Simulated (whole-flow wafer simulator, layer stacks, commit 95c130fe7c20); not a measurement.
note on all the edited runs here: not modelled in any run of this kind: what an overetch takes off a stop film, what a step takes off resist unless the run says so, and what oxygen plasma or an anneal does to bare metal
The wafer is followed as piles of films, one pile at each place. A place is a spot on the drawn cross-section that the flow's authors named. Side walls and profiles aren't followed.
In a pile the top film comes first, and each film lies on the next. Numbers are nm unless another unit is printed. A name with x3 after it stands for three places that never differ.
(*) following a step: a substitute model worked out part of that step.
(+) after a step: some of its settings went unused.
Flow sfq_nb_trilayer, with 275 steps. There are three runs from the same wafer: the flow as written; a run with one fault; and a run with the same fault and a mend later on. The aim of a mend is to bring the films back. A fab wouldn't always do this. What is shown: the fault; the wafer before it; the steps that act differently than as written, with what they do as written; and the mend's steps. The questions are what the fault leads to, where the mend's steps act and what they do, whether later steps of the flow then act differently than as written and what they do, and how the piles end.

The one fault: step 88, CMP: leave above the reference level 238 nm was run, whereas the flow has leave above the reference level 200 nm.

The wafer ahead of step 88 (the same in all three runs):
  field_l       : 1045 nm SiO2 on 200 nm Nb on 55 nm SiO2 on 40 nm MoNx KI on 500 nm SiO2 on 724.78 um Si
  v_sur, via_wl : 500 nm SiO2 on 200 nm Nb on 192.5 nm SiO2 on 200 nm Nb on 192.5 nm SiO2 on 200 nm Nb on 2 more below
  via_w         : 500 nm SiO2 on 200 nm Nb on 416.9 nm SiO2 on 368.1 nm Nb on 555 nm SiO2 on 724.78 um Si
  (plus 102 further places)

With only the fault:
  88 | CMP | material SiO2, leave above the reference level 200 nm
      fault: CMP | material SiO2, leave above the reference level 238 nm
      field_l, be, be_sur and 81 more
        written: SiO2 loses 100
        fault: SiO2 loses 62
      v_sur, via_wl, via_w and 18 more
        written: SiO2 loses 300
        fault: SiO2 loses 262
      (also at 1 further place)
  Steps further on in the flow that do not act as written (not shown: 3 more steps that differ only slightly, by at most 2% or 0.5 nm, whichever is larger):
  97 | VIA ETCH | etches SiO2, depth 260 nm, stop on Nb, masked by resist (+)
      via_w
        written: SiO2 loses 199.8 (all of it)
        fault: SiO2 loses 237.8 (all of it)
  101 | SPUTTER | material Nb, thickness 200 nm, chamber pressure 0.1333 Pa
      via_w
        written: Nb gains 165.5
        fault: Nb gains 157.4
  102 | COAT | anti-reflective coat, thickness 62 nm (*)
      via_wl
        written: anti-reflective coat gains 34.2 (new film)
        fault: anti-reflective coat gains 32.7 (new film)
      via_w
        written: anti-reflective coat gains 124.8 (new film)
        fault: anti-reflective coat gains 133 (new film)
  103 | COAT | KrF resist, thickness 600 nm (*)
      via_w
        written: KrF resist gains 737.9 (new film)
        fault: KrF resist gains 769.5 (new film)
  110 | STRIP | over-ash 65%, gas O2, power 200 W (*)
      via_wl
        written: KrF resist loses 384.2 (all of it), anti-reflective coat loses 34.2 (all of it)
        fault: KrF resist loses 380.7 (all of it), anti-reflective coat loses 32.7 (all of it)
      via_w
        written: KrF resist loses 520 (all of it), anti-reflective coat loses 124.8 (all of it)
        fault: KrF resist loses 551.4 (all of it), anti-reflective coat loses 133 (all of it)
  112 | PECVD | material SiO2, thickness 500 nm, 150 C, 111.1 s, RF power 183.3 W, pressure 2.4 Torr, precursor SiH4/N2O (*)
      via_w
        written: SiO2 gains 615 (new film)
        fault: SiO2 gains 661.1 (new film)
  By the end, the piles at v_sur, via_wl, via_w and 74 more depart from the flow's by more than 2% or 0.5 nm, whichever is larger.
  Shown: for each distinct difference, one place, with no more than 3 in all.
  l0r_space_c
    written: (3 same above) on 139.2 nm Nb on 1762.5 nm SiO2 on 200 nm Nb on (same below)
    fault: (3 same above) on 139.2 nm Nb on 1800.5 nm SiO2 on 200 nm Nb on (same below)
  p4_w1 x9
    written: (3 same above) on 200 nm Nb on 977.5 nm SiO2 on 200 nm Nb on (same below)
    fault: (3 same above) on 200 nm Nb on 1015.5 nm SiO2 on 200 nm Nb on (same below)
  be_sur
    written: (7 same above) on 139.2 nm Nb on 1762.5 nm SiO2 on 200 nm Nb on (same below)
    fault: (7 same above) on 139.2 nm Nb on 1800.5 nm SiO2 on 200 nm Nb on (same below)

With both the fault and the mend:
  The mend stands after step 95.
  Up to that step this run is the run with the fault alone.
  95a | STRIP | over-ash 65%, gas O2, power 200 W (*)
      field_l, v_sur, via_wl and 102 more
        KrF resist loses 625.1 (all of it), anti-reflective coat loses 62 (all of it)
      via_w
        anti-reflective coat loses 62 (all of it)
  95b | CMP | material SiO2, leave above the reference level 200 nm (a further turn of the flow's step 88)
      field_l, v_sur, via_wl and 103 more
        SiO2 loses 38
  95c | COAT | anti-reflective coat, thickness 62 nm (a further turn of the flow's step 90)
      field_l, v_sur, via_wl and 103 more
        anti-reflective coat gains 62 (new film)
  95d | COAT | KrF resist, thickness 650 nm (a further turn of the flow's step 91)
      field_l, v_sur, via_wl and 103 more
        KrF resist gains 650 (new film)
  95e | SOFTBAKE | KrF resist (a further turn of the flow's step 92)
      leaves every film unchanged at each place that is followed
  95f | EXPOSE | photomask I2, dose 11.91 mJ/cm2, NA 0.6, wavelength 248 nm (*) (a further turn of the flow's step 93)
      leaves every film unchanged at each place that is followed
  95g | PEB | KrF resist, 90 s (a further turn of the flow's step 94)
      field_l, v_sur, via_wl and 103 more
        KrF resist loses 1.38
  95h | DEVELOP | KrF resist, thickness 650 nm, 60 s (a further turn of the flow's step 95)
      field_l, v_sur, via_wl and 102 more
        KrF resist loses 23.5
      via_w
        KrF resist loses 648.6 (all of it)
  Later steps of the flow that are run all act as written at every place that is followed.
  The piles end the same as the flow's at every place that both follow.
